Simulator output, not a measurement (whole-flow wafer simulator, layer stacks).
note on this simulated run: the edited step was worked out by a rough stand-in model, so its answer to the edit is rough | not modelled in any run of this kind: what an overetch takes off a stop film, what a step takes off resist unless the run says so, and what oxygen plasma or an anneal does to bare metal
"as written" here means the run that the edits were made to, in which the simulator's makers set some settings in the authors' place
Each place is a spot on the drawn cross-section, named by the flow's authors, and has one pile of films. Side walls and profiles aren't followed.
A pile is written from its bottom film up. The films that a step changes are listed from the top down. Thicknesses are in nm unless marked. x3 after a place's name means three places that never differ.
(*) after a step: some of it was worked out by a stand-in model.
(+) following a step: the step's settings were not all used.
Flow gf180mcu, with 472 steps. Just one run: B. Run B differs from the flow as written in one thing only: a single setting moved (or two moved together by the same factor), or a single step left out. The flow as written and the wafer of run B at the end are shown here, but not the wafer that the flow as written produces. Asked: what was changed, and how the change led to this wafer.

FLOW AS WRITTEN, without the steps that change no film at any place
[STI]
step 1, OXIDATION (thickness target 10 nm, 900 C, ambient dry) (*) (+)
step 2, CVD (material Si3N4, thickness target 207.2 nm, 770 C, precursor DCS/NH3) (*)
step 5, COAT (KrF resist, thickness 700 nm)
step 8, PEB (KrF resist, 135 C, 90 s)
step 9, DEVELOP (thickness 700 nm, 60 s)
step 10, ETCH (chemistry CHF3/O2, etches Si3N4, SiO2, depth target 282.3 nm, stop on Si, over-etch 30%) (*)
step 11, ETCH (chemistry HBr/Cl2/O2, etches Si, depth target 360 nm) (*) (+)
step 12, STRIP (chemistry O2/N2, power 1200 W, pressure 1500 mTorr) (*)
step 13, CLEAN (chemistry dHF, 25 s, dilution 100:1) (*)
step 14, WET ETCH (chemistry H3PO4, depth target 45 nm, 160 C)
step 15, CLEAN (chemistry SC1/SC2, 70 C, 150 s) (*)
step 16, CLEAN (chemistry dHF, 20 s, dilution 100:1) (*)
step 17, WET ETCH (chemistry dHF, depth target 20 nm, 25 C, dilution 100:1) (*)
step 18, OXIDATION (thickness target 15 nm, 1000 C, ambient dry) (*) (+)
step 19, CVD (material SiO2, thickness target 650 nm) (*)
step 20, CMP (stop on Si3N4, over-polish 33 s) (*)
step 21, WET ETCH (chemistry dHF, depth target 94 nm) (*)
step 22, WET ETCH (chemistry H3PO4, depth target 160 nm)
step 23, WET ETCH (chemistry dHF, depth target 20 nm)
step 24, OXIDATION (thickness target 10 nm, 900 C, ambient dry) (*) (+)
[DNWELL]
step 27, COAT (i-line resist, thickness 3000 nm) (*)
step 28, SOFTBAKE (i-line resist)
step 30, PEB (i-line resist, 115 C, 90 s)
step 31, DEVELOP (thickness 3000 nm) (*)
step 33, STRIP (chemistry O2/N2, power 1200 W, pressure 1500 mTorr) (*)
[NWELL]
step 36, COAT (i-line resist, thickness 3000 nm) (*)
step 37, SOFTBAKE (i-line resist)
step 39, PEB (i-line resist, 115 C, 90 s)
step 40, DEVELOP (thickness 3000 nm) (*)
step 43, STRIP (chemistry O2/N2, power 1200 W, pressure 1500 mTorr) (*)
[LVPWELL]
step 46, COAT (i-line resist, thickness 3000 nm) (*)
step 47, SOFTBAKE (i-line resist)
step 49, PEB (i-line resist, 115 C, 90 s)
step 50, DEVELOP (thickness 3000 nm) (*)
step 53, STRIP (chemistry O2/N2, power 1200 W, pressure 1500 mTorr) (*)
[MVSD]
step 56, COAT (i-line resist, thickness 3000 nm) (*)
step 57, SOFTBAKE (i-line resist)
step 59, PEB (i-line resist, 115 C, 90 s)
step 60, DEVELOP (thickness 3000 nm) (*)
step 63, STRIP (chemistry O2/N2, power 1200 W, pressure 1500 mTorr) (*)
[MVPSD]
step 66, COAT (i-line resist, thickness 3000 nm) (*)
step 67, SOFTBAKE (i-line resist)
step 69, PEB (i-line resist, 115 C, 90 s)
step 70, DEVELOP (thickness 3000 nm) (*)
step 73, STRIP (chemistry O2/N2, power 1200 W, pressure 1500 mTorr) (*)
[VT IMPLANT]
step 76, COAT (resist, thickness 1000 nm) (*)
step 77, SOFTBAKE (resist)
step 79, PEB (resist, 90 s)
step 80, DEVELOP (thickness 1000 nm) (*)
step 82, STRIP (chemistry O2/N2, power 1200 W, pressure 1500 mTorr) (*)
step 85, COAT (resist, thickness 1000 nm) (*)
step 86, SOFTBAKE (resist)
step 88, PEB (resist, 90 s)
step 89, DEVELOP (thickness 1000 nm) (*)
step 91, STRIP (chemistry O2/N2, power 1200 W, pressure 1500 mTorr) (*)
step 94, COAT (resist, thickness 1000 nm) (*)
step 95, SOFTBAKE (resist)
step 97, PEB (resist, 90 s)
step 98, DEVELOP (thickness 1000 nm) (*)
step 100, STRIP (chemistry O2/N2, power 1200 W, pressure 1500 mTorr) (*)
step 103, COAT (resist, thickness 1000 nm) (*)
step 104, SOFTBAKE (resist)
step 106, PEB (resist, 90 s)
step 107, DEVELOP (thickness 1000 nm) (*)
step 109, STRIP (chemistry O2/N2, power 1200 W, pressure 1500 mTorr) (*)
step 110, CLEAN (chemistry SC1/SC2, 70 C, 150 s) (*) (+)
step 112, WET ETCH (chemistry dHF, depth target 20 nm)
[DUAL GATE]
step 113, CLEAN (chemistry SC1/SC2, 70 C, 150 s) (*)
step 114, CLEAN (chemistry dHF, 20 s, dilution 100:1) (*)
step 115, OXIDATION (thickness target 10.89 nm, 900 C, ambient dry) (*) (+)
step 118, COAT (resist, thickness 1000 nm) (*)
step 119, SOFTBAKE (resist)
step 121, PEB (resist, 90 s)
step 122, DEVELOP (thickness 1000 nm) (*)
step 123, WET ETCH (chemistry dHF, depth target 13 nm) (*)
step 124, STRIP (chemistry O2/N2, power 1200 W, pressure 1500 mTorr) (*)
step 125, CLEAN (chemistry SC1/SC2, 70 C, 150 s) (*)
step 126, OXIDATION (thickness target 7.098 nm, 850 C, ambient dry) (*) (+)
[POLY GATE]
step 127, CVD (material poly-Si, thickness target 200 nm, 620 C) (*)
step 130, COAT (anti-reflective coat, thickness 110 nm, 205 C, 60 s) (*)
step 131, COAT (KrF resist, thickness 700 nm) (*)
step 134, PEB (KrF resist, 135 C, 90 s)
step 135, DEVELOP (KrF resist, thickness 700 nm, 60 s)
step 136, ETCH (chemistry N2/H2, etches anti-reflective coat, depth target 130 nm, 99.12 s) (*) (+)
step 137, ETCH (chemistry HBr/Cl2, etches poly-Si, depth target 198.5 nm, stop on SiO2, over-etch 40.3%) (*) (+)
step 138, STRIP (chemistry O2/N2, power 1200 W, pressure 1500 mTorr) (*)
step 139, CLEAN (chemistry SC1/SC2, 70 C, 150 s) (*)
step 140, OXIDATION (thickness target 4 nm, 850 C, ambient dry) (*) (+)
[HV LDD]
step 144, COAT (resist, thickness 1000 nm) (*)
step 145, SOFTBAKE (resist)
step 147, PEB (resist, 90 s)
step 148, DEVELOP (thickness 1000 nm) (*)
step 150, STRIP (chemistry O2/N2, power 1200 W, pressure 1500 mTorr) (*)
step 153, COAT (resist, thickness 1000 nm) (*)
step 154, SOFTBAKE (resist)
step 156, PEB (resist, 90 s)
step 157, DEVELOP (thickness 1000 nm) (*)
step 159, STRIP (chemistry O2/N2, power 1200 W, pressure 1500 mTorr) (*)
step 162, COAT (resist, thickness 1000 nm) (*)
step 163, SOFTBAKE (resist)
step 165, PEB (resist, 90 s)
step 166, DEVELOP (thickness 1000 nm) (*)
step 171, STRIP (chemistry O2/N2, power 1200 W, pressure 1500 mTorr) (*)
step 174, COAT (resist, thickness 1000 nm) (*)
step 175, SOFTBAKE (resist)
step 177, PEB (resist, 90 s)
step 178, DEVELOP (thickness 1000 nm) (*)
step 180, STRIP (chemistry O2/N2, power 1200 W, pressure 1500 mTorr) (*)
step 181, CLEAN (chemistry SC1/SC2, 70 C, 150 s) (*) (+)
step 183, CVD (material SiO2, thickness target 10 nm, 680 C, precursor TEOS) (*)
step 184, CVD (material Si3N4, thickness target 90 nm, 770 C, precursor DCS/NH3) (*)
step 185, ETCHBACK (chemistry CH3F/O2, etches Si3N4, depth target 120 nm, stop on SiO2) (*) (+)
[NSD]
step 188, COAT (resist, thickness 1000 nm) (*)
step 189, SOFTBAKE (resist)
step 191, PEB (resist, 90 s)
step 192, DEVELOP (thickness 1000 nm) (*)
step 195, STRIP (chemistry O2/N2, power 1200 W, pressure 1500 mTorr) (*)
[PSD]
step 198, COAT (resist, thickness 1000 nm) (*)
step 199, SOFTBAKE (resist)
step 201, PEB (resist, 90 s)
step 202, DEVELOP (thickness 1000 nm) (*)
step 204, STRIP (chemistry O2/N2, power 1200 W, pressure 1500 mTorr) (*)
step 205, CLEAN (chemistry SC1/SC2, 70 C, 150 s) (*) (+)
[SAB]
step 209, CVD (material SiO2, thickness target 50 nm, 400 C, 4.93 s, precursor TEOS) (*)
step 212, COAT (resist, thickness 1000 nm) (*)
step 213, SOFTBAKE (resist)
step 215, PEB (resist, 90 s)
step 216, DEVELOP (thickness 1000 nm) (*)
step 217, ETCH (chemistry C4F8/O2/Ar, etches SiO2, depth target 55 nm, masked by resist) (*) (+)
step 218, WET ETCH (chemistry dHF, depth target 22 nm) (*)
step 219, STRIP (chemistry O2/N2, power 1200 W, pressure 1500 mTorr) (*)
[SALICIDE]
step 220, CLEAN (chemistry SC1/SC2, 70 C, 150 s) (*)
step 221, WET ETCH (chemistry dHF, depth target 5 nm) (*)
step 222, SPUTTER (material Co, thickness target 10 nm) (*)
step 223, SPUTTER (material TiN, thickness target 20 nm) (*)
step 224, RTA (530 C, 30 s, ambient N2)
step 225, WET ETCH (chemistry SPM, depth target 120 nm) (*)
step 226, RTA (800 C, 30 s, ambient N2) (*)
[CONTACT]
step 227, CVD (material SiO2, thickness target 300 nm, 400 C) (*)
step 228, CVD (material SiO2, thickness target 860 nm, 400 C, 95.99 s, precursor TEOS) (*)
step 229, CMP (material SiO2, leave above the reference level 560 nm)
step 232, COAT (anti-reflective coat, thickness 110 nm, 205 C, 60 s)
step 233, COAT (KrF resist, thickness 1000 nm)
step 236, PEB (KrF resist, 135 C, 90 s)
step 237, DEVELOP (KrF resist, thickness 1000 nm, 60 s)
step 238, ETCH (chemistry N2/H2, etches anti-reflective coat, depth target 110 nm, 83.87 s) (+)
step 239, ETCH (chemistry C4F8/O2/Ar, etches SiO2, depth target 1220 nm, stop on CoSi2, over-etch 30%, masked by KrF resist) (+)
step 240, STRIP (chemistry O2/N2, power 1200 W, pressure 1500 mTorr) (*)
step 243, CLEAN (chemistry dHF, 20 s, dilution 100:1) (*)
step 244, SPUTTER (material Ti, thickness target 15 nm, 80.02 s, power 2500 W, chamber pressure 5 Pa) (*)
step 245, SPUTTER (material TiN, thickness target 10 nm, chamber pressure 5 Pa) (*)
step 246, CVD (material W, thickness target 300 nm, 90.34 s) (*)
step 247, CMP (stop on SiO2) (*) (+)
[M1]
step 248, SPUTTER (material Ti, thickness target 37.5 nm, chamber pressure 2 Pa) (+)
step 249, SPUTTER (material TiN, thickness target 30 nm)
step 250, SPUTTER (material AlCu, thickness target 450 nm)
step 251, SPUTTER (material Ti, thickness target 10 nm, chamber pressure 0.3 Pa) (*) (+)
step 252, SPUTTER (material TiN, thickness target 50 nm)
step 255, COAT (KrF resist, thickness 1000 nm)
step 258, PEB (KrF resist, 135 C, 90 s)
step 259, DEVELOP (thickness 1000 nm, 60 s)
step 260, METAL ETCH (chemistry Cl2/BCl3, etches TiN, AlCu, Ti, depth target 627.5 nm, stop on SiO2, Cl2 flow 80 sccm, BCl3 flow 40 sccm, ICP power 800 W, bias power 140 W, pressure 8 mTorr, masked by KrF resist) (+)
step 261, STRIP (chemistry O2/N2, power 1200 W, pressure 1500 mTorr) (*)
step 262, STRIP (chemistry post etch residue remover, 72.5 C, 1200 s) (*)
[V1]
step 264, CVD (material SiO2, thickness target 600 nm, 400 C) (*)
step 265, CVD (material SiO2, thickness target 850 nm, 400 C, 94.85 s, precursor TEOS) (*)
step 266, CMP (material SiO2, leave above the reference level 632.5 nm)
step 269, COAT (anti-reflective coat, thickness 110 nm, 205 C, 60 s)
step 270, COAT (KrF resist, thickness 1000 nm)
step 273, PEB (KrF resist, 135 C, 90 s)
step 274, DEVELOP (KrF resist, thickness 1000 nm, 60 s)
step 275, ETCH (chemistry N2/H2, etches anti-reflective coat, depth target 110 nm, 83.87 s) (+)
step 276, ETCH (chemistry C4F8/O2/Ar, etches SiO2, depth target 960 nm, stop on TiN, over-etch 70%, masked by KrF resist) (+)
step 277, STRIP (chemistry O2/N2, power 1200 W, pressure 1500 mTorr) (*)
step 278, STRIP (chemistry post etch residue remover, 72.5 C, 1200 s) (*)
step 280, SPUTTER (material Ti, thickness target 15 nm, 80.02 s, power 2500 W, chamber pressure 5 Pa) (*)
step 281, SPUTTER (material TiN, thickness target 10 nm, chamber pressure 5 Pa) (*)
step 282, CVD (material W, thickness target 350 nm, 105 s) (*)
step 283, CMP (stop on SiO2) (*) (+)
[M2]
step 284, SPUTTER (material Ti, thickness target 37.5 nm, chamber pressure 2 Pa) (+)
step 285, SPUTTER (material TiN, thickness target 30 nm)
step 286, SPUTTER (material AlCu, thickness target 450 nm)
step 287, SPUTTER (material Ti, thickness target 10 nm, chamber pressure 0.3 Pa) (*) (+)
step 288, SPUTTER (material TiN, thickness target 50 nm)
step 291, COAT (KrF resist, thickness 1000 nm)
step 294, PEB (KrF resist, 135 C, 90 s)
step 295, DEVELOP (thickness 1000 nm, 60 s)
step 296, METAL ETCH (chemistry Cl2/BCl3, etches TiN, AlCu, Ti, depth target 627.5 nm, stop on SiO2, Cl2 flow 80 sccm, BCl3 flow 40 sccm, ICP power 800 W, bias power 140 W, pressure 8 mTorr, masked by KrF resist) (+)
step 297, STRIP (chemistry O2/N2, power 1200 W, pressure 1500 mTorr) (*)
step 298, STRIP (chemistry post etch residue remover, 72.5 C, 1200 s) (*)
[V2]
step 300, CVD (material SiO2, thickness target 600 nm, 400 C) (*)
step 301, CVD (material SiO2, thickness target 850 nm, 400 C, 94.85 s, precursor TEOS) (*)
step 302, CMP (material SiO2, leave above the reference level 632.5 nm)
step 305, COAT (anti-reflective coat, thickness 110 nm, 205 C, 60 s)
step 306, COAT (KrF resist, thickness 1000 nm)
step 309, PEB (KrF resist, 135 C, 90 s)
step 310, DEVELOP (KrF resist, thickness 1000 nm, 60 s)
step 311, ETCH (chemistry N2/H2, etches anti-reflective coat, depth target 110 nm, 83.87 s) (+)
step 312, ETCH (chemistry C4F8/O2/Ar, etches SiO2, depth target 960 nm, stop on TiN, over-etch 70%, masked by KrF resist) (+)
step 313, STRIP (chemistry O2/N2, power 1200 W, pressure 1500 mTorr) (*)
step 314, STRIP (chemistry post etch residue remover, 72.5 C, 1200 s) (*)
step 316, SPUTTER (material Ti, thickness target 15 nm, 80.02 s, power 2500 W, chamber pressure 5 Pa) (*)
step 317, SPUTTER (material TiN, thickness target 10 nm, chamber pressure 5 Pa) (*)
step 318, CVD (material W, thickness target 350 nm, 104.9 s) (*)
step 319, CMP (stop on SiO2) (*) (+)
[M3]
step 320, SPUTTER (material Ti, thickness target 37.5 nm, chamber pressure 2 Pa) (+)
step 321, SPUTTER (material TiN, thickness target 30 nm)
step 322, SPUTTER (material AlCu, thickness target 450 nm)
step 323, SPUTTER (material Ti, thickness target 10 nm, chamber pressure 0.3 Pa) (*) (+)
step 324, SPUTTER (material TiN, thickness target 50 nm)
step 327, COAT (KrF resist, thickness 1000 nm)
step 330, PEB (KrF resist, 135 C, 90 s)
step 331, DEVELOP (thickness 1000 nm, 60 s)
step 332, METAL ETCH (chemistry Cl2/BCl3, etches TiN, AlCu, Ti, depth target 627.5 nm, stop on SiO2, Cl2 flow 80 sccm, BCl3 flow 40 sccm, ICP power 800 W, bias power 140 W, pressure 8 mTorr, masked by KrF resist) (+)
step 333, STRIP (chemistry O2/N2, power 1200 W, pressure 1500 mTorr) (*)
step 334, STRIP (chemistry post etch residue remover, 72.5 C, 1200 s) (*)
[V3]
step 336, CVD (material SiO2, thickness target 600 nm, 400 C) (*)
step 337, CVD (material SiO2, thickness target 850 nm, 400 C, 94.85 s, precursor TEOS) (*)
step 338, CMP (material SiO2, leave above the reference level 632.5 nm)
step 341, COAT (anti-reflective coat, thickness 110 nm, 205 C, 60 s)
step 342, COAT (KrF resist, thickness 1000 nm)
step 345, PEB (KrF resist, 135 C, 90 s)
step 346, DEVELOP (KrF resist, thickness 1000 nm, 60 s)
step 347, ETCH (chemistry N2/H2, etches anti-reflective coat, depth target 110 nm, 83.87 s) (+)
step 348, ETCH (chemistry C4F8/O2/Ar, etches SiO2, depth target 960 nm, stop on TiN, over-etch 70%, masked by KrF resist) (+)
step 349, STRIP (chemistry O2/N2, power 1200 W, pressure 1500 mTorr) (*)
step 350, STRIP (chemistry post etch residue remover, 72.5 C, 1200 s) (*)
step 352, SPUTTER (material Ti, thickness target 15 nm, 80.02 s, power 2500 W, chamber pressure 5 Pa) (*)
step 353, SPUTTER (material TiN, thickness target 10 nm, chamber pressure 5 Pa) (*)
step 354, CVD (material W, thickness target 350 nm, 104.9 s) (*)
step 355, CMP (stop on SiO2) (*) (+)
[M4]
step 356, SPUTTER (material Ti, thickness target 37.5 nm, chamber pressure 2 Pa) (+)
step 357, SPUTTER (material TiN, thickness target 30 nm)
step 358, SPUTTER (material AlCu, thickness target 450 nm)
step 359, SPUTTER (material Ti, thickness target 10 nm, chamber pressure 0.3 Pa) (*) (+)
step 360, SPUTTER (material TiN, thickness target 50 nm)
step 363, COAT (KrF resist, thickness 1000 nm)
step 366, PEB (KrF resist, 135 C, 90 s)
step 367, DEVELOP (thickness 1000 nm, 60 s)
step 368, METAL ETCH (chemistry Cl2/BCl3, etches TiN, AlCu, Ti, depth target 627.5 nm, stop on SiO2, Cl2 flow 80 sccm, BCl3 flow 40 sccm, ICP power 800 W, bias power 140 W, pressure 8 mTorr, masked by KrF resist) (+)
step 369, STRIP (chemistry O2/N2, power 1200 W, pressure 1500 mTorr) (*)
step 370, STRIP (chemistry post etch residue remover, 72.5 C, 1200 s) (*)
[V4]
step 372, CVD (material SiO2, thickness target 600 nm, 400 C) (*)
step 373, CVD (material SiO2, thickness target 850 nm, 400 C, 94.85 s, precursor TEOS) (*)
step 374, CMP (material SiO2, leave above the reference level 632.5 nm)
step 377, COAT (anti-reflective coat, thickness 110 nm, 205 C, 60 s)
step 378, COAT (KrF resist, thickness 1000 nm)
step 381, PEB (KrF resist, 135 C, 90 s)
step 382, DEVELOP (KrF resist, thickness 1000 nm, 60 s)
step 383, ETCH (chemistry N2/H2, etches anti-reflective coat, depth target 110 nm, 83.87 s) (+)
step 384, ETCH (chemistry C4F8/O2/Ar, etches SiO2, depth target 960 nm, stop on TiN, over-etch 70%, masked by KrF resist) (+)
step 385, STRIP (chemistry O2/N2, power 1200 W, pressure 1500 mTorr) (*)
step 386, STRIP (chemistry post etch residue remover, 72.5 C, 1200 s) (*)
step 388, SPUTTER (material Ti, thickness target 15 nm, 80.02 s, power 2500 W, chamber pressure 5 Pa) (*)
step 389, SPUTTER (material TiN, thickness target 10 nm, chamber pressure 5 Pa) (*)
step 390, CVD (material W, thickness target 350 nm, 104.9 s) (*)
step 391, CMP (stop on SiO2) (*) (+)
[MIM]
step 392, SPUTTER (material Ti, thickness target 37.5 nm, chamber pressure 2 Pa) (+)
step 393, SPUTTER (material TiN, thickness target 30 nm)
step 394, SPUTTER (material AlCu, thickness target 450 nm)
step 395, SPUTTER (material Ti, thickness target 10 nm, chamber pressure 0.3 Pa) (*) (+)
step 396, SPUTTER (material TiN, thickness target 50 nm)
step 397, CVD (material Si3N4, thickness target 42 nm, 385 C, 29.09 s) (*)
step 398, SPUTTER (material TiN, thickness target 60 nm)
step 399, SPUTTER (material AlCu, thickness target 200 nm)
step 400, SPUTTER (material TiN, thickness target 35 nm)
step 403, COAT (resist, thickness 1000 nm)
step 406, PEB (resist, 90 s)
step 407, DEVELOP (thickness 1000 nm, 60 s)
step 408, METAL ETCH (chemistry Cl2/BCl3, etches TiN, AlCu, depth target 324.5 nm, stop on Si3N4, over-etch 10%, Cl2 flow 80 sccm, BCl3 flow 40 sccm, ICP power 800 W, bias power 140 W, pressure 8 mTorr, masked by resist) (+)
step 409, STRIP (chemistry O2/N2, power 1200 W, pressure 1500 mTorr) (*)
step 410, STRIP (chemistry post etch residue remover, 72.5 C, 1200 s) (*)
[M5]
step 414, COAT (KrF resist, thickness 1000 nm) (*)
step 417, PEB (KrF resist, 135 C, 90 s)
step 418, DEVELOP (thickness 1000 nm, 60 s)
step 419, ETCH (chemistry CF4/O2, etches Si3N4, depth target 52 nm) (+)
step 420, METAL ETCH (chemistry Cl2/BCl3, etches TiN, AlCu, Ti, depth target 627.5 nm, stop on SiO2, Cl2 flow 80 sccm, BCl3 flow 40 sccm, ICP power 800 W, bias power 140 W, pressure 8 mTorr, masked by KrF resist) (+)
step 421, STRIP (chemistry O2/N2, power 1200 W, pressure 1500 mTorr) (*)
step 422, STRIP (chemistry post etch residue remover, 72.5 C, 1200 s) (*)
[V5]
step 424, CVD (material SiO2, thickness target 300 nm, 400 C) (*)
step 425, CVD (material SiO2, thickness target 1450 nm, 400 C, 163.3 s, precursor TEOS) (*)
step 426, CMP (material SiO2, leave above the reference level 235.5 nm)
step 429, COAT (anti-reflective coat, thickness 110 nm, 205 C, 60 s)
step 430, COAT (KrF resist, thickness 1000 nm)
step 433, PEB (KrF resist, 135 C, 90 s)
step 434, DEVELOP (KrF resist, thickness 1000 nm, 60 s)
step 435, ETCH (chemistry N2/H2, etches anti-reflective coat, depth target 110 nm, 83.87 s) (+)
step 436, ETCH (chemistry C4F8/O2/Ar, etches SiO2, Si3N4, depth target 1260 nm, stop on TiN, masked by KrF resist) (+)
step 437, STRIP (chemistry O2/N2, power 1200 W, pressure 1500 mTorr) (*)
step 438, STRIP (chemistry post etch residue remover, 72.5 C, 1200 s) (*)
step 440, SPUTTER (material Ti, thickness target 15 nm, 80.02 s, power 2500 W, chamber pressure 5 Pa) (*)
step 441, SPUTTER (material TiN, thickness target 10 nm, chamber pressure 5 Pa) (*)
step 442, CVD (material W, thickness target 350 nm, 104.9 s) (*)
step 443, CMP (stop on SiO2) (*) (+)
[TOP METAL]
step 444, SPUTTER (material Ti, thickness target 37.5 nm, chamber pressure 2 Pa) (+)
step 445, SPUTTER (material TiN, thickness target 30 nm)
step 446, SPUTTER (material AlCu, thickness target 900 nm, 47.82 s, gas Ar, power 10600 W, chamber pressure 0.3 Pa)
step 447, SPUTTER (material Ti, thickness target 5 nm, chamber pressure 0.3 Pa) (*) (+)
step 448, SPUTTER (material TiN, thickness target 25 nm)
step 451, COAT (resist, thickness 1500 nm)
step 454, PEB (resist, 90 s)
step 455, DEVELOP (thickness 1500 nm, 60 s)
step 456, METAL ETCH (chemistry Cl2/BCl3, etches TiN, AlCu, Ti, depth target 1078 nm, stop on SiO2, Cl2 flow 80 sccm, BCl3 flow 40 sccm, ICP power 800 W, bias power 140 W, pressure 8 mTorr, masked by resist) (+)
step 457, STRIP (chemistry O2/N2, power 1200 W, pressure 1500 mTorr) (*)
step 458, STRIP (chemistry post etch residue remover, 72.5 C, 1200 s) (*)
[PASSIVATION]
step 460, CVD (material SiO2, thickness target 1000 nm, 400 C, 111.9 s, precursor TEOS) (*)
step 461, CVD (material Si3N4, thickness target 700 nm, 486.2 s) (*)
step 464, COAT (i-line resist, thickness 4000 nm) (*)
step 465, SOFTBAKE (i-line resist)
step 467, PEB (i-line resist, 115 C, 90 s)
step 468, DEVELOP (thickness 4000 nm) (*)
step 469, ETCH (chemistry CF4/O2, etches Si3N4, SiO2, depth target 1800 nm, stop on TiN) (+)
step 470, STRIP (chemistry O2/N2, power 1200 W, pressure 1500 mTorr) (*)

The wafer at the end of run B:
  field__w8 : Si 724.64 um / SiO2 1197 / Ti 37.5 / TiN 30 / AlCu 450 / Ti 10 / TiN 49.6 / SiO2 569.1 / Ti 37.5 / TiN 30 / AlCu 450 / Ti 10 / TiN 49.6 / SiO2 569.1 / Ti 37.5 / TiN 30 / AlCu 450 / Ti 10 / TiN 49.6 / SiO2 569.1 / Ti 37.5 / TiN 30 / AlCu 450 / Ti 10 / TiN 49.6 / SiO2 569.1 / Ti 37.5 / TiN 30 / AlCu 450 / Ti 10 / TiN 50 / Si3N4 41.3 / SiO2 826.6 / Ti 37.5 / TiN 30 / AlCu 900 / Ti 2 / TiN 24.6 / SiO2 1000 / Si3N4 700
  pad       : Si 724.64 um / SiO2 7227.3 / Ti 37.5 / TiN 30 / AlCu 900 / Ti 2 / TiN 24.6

What caused this: step 447, SPUTTER: thickness target 2 nm was run, whereas the flow has thickness target 5 nm.
The wafer lets one read it off: field__w8 has Ti 2, and step 447 as written asks for 5 nm.

Step by step, how the change led to this:
  step 447, SPUTTER (material Ti, thickness target 5 nm, chamber pressure 0.3 Pa) (*) (+)
      field, field__w1, field__w2 and 109 more: +2 Ti (new film) (as written it would have been: +5 Ti (new film))
  step 456, METAL ETCH (chemistry Cl2/BCl3, etches TiN, AlCu, Ti, depth target 1078 nm, stop on SiO2, Cl2 flow 80 sccm, BCl3 flow 40 sccm, ICP power 800 W, bias power 140 W, pressure 8 mTorr, masked by resist) (+)
      field, field__w1, field__w2 and 103 more: -25 TiN (all of it), -2 Ti (all of it), -900 AlCu (all of it), -30 TiN (all of it), -37.5 Ti (all of it) (as written it would have been: -25 TiN (all of it), -5 Ti (all of it), -900 AlCu (all of it), -30 TiN (all of it), -37.5 Ti (all of it))
